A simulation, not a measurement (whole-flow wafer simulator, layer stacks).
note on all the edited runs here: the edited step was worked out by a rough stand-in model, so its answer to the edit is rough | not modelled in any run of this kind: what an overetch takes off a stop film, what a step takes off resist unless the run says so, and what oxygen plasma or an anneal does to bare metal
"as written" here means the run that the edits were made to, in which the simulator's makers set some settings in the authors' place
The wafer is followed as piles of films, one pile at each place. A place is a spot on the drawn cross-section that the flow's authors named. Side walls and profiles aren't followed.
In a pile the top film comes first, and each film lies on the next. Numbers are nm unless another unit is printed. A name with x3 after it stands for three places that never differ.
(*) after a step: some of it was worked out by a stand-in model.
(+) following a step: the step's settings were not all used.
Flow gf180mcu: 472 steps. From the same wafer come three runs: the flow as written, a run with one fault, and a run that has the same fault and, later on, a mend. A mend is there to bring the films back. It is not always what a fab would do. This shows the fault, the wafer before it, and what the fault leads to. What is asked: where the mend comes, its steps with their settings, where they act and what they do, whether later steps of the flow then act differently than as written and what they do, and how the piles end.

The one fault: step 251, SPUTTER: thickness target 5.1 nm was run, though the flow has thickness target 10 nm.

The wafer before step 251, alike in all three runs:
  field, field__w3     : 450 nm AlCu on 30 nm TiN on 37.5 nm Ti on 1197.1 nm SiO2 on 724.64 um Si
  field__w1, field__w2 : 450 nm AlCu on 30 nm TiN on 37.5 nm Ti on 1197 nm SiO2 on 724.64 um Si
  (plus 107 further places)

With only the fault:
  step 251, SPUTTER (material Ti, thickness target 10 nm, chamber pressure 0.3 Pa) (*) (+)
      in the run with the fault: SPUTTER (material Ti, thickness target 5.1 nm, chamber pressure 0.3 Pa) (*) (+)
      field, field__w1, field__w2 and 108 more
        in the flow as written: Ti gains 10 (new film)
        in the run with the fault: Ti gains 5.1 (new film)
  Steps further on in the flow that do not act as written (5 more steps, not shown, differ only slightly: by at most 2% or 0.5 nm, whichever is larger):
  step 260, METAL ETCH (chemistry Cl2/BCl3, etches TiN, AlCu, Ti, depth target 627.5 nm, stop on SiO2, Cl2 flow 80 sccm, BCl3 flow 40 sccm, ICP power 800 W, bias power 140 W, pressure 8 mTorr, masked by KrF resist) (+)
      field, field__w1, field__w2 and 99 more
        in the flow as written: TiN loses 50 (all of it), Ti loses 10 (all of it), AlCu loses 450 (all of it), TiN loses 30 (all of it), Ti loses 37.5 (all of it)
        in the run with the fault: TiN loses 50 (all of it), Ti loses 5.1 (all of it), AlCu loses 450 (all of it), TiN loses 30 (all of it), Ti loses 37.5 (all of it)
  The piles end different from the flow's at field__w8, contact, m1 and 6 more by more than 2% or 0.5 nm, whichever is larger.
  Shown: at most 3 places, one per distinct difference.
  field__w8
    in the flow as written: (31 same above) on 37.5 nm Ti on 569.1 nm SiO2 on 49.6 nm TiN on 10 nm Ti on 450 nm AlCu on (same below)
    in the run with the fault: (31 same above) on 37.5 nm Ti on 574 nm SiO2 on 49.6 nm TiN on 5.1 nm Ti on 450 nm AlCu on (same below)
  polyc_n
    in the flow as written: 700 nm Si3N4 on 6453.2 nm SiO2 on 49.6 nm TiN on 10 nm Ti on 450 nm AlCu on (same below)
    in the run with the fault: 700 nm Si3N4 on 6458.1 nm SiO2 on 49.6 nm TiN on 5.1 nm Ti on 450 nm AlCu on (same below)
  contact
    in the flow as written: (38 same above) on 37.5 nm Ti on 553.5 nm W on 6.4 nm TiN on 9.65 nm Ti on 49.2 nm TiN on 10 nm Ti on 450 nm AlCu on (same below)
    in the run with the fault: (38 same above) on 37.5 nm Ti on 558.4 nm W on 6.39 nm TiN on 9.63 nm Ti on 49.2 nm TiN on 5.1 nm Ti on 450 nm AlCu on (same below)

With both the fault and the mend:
  The mend follows step 251.
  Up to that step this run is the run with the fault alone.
  step 251a, SPUTTER (material Ti, thickness target 4.9 nm, chamber pressure 0.3 Pa) (*) (+) (a further turn of the flow's step 251, with different settings)
      field, field__w1, field__w2 and 108 more
        Ti gains 4.9
  None of the later steps of the flow acts differently than as written at any place that is followed.
  By the end, the piles equal the flow's at every place that both follow.
